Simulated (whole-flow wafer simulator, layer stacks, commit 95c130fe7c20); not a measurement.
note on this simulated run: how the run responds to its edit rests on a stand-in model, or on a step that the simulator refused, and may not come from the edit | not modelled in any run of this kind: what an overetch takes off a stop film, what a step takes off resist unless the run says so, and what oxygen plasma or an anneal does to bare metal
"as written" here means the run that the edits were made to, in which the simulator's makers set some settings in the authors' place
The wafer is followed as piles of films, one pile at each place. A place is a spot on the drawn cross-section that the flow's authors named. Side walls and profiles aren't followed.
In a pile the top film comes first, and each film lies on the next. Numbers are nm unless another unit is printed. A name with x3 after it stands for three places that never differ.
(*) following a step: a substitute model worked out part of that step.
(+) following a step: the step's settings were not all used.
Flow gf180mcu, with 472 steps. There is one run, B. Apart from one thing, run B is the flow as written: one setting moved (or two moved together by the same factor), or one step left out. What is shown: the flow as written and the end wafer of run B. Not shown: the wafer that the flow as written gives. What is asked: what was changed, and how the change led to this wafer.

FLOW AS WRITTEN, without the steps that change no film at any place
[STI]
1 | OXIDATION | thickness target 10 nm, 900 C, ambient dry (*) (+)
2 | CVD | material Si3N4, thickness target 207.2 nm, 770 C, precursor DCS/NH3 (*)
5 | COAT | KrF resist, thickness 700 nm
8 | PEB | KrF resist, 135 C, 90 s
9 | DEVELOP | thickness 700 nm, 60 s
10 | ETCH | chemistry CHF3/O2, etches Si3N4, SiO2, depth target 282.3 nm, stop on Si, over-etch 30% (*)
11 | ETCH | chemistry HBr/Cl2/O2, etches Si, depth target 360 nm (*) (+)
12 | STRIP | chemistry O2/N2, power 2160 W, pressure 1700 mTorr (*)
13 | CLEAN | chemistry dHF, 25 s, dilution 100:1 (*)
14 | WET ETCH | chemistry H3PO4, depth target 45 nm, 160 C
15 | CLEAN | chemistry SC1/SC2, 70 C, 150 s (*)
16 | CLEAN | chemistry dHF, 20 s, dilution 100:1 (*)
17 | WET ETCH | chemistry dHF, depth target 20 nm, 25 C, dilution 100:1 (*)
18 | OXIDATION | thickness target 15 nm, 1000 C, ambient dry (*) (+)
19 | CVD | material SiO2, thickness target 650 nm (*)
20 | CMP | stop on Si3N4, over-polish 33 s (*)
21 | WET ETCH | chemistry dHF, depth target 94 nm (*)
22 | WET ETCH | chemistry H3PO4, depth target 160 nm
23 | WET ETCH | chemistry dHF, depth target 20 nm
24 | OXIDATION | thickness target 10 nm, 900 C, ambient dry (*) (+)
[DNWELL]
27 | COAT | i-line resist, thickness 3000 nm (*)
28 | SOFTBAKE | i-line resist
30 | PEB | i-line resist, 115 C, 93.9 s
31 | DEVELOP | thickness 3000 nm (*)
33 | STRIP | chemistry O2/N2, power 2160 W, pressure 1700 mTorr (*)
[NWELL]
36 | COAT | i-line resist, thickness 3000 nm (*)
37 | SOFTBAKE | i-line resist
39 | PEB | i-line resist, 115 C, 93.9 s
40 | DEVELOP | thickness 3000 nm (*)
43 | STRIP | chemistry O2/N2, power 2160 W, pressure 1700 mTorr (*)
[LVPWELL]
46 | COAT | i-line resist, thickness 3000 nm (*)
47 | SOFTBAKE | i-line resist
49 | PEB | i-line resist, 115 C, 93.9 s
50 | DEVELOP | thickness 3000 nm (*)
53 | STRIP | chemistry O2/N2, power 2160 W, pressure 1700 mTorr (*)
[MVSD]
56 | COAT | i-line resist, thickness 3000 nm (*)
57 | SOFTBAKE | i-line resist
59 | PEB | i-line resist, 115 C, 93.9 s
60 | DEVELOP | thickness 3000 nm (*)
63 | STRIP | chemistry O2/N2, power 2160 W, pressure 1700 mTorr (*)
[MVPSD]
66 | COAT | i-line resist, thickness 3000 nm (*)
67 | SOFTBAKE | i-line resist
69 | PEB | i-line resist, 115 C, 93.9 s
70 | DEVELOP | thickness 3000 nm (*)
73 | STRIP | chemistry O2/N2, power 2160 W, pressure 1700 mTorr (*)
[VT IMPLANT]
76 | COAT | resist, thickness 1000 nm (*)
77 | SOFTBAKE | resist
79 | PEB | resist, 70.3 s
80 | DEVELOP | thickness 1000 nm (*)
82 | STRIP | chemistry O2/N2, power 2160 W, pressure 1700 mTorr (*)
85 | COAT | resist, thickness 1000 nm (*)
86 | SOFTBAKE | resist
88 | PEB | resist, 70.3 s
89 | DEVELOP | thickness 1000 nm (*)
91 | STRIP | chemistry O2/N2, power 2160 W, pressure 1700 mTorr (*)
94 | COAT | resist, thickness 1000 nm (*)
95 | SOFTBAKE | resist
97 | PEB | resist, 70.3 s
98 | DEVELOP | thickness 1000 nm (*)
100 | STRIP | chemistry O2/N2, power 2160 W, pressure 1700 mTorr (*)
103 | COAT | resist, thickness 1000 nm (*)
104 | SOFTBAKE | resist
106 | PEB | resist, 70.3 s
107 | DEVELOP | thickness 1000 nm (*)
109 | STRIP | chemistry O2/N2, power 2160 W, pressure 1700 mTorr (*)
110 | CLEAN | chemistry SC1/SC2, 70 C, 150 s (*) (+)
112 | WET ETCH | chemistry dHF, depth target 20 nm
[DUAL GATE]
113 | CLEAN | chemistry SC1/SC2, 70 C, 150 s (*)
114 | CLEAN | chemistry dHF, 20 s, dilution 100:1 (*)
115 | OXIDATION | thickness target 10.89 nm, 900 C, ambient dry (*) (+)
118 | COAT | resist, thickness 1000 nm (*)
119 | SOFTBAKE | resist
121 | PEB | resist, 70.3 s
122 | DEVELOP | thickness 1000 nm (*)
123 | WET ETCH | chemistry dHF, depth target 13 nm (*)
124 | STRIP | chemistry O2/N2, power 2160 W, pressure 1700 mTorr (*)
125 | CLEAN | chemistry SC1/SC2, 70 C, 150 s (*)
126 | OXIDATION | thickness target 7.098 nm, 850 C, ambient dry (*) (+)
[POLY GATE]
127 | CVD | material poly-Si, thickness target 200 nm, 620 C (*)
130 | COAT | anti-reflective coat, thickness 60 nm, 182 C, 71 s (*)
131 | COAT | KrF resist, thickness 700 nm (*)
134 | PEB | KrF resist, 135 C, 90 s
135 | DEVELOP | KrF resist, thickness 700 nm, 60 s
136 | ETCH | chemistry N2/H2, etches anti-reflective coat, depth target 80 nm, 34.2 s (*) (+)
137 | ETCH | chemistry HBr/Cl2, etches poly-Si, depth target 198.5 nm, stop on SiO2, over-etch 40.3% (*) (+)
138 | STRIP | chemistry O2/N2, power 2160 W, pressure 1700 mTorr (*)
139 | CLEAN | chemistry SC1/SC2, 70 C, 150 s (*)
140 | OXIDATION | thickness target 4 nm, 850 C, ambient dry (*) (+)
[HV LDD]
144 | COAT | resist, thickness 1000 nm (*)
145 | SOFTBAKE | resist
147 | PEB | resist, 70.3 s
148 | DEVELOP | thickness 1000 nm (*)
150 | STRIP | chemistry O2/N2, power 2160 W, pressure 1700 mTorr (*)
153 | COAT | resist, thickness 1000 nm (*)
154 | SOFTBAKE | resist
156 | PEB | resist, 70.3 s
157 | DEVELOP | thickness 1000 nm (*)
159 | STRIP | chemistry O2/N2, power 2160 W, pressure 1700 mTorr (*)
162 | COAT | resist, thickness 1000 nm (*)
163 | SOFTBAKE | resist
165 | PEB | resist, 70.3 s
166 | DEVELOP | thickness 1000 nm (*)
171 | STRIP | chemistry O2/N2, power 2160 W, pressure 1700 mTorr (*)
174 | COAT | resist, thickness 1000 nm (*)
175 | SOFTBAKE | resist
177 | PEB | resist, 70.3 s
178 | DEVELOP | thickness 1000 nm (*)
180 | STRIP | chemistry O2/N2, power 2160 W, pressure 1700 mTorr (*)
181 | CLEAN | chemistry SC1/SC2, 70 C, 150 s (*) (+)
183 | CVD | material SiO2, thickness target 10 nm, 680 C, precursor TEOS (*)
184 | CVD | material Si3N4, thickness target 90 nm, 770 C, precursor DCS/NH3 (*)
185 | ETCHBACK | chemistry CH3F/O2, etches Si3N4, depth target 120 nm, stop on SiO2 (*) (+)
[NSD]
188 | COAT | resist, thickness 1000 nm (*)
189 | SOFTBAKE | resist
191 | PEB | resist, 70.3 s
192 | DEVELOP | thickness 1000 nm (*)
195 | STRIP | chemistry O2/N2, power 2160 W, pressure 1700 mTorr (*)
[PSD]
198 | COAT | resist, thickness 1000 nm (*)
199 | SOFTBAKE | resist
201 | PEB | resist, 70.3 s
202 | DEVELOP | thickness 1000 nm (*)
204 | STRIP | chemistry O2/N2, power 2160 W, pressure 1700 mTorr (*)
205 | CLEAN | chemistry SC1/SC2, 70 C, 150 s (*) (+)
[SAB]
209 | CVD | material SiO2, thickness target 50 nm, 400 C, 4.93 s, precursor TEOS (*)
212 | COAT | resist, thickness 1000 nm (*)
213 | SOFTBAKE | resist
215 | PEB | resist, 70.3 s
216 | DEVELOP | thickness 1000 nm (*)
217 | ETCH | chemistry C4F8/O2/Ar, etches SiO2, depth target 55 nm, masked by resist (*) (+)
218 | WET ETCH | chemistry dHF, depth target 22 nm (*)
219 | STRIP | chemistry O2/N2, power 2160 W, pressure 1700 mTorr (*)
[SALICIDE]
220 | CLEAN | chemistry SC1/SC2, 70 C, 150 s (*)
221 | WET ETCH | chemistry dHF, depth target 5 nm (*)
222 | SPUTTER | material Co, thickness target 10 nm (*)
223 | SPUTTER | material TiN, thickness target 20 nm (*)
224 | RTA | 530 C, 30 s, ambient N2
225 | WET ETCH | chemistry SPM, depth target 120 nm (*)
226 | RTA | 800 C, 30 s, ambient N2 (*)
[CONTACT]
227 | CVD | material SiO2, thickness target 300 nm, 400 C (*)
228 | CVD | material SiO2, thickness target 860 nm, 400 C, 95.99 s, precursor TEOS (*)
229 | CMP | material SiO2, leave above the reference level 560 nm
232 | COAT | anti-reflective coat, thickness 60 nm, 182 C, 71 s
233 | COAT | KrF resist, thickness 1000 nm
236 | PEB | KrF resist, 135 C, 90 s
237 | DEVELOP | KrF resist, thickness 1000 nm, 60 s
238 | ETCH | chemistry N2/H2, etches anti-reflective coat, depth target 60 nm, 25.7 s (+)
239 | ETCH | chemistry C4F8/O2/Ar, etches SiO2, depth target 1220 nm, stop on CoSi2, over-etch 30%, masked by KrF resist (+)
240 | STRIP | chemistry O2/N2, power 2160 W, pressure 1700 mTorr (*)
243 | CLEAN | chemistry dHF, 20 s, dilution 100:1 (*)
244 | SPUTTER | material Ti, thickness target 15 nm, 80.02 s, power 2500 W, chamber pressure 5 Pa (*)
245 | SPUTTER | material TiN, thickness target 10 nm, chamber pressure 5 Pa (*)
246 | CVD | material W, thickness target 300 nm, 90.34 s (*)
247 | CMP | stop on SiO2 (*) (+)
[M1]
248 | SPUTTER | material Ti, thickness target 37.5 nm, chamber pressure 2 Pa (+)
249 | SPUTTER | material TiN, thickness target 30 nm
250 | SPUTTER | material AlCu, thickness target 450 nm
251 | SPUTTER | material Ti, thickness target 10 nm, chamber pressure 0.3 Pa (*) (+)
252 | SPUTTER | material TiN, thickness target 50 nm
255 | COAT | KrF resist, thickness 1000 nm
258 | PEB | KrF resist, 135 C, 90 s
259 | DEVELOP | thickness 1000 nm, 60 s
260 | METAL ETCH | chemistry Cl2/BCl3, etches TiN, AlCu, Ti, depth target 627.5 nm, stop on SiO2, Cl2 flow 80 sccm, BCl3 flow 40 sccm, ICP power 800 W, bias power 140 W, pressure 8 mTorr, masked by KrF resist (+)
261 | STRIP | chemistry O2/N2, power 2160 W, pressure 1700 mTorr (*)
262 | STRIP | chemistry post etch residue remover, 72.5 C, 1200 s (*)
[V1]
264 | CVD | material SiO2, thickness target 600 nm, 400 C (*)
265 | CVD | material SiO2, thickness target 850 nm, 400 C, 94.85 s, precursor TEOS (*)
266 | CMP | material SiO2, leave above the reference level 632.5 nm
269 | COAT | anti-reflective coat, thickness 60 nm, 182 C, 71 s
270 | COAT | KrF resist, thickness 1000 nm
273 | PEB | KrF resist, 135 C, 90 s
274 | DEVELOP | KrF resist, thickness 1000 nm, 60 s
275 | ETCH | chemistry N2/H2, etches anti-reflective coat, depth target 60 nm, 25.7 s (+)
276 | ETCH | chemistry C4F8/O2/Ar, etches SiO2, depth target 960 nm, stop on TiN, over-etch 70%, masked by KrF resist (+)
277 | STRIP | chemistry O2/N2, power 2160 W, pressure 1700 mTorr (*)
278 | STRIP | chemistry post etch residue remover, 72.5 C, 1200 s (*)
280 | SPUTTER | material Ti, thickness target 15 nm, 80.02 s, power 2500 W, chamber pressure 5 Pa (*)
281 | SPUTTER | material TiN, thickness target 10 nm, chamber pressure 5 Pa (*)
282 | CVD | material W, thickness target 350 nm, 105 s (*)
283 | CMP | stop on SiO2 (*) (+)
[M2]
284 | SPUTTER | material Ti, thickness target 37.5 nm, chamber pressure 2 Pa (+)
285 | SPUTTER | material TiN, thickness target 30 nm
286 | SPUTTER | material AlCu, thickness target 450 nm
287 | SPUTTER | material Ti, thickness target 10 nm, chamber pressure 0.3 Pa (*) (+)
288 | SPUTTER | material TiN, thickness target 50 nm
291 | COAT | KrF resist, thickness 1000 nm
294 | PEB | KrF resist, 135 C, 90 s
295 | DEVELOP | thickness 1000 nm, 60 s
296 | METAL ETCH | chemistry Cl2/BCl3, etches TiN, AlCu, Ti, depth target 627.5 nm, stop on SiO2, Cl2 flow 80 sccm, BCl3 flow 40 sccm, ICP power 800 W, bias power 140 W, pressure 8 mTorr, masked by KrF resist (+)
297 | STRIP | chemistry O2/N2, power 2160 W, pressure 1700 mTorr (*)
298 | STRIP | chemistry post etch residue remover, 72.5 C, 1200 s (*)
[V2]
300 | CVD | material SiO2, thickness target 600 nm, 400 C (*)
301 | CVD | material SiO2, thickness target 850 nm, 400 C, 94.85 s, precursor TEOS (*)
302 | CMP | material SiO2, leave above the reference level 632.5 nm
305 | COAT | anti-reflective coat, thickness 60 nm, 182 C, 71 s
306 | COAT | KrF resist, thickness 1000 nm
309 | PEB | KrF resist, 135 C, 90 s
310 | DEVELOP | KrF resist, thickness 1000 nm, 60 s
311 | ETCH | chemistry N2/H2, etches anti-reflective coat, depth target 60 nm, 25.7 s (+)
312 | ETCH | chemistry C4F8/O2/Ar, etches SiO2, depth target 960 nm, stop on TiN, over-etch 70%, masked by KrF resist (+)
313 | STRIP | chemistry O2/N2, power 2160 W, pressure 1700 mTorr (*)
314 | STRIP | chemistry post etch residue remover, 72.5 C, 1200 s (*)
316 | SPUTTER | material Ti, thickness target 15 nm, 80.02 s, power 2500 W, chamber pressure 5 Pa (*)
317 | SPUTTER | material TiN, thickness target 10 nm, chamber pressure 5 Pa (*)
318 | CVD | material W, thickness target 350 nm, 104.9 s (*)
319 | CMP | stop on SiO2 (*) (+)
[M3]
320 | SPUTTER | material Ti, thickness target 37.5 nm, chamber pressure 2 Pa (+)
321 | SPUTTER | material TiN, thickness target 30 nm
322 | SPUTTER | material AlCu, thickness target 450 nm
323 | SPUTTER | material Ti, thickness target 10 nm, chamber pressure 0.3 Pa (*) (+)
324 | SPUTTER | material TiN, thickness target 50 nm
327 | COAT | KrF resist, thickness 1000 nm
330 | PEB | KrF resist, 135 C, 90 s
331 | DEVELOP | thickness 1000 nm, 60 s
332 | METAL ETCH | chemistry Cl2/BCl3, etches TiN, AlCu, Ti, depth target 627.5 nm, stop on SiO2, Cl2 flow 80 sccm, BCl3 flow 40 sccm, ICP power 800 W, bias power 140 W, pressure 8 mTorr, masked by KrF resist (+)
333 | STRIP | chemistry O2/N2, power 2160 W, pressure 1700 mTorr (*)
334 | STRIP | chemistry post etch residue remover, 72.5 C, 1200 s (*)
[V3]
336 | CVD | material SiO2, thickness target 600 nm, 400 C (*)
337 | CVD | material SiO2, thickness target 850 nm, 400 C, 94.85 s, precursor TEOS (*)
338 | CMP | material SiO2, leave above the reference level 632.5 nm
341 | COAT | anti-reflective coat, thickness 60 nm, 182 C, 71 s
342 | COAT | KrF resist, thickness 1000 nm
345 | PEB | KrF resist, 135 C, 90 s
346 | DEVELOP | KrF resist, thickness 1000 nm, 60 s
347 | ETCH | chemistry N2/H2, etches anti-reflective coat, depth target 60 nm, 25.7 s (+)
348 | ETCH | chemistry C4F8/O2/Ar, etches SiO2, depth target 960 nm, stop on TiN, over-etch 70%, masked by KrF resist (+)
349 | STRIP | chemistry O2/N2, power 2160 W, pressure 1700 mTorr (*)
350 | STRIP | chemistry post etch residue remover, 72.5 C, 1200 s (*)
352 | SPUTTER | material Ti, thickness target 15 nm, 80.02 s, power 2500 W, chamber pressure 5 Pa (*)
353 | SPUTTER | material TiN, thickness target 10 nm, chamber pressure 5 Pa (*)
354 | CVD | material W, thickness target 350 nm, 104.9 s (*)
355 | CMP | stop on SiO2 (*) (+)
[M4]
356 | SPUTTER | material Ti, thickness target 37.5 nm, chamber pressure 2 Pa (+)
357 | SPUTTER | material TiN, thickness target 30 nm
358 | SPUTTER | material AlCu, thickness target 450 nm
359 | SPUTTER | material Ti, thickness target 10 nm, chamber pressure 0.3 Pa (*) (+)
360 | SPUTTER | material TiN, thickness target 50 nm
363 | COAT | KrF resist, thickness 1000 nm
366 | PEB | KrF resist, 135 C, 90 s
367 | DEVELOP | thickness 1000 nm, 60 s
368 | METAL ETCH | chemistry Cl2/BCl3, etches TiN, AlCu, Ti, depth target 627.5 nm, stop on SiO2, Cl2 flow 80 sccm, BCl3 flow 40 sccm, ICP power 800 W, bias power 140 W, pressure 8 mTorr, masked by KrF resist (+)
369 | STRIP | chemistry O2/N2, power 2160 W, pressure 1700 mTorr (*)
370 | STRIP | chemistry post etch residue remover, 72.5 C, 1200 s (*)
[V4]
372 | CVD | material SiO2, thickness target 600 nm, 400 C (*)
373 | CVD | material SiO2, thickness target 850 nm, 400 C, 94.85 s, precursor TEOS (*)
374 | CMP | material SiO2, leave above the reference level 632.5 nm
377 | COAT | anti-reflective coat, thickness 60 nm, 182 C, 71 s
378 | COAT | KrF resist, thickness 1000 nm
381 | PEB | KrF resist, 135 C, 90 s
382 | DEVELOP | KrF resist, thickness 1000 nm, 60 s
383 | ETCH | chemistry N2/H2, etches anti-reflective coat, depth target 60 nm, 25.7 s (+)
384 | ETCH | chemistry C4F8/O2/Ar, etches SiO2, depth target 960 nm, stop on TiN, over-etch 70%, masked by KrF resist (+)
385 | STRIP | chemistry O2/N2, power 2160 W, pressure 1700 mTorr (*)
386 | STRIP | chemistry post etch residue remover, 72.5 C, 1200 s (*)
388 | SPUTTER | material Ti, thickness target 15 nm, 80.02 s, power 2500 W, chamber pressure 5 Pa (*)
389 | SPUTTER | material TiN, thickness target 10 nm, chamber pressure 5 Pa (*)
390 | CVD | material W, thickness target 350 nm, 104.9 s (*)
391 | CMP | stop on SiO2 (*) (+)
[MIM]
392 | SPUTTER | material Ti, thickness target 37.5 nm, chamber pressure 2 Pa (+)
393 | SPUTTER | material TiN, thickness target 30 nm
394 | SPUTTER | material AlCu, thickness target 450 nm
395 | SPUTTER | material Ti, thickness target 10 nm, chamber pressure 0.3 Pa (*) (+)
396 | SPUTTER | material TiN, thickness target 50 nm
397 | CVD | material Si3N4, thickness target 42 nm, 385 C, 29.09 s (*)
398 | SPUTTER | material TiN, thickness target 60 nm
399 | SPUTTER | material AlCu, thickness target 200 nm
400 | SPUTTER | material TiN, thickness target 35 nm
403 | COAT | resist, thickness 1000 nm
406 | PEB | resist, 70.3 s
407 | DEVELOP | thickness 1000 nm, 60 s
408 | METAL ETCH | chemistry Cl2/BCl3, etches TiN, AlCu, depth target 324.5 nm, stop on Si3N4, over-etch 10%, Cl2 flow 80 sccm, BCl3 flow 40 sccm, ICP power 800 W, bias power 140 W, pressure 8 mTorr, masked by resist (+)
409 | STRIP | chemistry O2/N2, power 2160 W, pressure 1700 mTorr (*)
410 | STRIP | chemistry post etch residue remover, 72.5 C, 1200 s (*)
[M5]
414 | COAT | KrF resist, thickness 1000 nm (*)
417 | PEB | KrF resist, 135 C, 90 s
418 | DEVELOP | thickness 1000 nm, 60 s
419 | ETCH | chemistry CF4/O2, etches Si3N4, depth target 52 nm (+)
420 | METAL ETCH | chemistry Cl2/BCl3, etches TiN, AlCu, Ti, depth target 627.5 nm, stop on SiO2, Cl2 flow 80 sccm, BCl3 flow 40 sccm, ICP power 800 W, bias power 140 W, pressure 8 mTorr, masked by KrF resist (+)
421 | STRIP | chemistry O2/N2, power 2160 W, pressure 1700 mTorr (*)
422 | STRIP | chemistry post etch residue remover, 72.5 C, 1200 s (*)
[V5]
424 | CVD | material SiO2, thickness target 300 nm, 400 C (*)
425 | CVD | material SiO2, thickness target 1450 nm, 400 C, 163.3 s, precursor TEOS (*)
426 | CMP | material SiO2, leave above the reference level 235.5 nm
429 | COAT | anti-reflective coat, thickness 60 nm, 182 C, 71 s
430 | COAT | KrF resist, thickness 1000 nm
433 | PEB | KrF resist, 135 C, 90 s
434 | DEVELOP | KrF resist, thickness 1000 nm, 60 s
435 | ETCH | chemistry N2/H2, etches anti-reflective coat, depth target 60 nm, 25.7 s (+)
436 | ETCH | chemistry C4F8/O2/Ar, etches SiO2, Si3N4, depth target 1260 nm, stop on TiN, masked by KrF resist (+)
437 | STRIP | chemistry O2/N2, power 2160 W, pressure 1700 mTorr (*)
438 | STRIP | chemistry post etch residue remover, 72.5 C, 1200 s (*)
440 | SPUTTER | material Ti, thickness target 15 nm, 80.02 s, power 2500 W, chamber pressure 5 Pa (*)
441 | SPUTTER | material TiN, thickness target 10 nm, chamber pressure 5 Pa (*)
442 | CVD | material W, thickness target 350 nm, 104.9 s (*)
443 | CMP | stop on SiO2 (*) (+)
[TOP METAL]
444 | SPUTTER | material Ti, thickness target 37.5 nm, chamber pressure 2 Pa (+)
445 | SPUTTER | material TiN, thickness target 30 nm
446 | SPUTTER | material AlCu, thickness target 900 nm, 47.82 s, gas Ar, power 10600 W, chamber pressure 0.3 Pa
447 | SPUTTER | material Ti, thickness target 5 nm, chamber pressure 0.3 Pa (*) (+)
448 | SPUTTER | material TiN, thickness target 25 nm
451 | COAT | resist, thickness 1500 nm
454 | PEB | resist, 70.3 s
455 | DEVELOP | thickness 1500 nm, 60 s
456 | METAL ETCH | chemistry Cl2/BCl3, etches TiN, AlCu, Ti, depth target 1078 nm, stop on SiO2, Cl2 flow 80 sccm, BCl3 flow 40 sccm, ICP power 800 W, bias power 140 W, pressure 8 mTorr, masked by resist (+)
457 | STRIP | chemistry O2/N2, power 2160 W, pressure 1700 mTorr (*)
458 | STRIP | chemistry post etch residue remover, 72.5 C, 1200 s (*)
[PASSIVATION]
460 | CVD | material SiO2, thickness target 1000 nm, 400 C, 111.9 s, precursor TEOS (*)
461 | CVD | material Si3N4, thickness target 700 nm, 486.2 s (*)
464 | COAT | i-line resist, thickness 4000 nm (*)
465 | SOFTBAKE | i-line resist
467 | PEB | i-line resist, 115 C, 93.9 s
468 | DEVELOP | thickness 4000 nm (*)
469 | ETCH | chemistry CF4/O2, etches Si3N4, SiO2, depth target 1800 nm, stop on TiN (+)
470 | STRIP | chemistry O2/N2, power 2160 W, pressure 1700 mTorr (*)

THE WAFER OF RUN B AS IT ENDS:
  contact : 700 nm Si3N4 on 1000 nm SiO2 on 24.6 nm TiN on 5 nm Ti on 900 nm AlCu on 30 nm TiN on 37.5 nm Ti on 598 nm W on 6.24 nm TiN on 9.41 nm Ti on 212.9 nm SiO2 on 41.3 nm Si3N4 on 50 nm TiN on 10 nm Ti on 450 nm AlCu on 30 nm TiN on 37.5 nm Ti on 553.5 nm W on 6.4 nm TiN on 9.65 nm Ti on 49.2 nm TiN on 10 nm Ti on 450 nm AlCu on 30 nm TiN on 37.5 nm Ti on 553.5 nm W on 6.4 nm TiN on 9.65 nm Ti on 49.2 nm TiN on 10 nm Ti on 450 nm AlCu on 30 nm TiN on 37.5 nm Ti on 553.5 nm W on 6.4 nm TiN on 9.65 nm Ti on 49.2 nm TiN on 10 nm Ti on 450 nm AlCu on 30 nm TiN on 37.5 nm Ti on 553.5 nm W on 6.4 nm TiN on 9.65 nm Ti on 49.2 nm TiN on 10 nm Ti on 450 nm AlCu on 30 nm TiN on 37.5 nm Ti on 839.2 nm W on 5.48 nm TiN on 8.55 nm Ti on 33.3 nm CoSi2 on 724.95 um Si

What caused this: step 436, ETCH: depth target 617 nm was run, while the flow as written has depth target 1260 nm.

How this came from the change, step by step:
  436 | ETCH | chemistry C4F8/O2/Ar, etches SiO2, Si3N4, depth target 1260 nm, stop on TiN, masked by KrF resist (+)
      contact: -617 SiO2 (in the flow as written it would be: -829.9 SiO2 (all of it), -41.3 Si3N4 (all of it))
      field, field__w1, field__w2 and 108 more: -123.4 KrF resist (in the flow as written it would be: -252 KrF resist)
  437 | STRIP | chemistry O2/N2, power 2160 W, pressure 1700 mTorr (*)
      field, field__w1, field__w2 and 108 more: -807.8 KrF resist (all of it), -60 anti-reflective coat (all of it) (in the flow as written it would be: -679.2 KrF resist (all of it), -60 anti-reflective coat (all of it))
  440 | SPUTTER | material Ti, thickness target 15 nm, 80.02 s, power 2500 W, chamber pressure 5 Pa (*)
      contact: +9.41 Ti (new film) (in the flow as written it would be: +8.12 Ti (new film))
  441 | SPUTTER | material TiN, thickness target 10 nm, chamber pressure 5 Pa (*)
      contact: +6.24 TiN (new film) (in the flow as written it would be: +5.38 TiN (new film))
  442 | CVD | material W, thickness target 350 nm, 104.9 s (*)
      contact: +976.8 W (new film) (in the flow as written it would be: +1233.6 W (new film))
Taking metal films that touch as one body, contact has 2 bodies (between them, from the top down: SiO2 212.9 / Si3N4 41.3); the flow as written gives 1 body.
